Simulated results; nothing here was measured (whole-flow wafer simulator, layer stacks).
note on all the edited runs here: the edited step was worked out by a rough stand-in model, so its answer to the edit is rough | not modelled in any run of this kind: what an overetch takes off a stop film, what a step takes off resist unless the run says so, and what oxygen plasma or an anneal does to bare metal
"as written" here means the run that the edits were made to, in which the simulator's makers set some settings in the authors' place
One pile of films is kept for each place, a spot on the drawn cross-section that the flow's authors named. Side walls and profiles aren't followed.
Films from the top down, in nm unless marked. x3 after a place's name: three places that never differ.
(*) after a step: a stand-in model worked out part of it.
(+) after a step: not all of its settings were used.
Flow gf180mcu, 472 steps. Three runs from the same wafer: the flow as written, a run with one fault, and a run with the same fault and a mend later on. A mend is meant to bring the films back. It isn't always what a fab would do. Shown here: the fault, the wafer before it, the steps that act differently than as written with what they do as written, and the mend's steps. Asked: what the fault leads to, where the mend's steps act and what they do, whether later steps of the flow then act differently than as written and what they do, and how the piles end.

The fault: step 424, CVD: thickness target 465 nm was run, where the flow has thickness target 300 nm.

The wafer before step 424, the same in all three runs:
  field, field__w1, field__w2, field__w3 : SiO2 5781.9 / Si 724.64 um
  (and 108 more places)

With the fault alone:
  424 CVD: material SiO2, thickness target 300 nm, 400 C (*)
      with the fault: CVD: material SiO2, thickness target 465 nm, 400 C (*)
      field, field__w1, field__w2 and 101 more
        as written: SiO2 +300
        with the fault: SiO2 +465
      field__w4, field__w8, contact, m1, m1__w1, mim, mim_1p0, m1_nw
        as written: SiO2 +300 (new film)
        with the fault: SiO2 +465 (new film)
  Later steps of the flow that act differently than as written (1 more step differs only slightly, by at most 2% or 0.5 nm, whichever is larger, and isn't shown):
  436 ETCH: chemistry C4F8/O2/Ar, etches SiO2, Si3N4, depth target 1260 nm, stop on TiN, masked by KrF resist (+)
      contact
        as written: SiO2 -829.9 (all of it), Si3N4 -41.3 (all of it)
        with the fault: SiO2 -994.9 (all of it), Si3N4 -41.3 (all of it)
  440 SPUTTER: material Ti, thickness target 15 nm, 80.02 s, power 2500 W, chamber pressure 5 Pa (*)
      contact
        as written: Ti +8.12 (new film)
        with the fault: Ti +7.39 (new film)
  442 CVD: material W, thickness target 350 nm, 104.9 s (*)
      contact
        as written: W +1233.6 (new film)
        with the fault: W +1399.8 (new film)
  At the end the piles differ from the flow's by more than 2% or 0.5 nm, whichever is larger, at field__w4, field__w8, active and 60 more.
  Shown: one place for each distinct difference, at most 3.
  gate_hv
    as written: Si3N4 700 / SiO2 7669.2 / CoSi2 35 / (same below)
    with the fault: Si3N4 700 / SiO2 7834.2 / CoSi2 35 / (same below)
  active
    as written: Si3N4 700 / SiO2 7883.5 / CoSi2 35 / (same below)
    with the fault: Si3N4 700 / SiO2 8048.5 / CoSi2 35 / (same below)
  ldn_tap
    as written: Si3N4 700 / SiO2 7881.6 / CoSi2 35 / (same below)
    with the fault: Si3N4 700 / SiO2 8046.6 / CoSi2 35 / (same below)

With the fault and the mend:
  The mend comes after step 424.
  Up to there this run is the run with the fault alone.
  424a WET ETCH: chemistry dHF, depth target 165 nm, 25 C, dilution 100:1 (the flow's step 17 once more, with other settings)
      field, field__w1, field__w2 and 109 more
        SiO2 -165
  No later step of the flow acts differently than as written at any place that is followed.
  At the end the piles are the same as the flow's at every place that both follow.
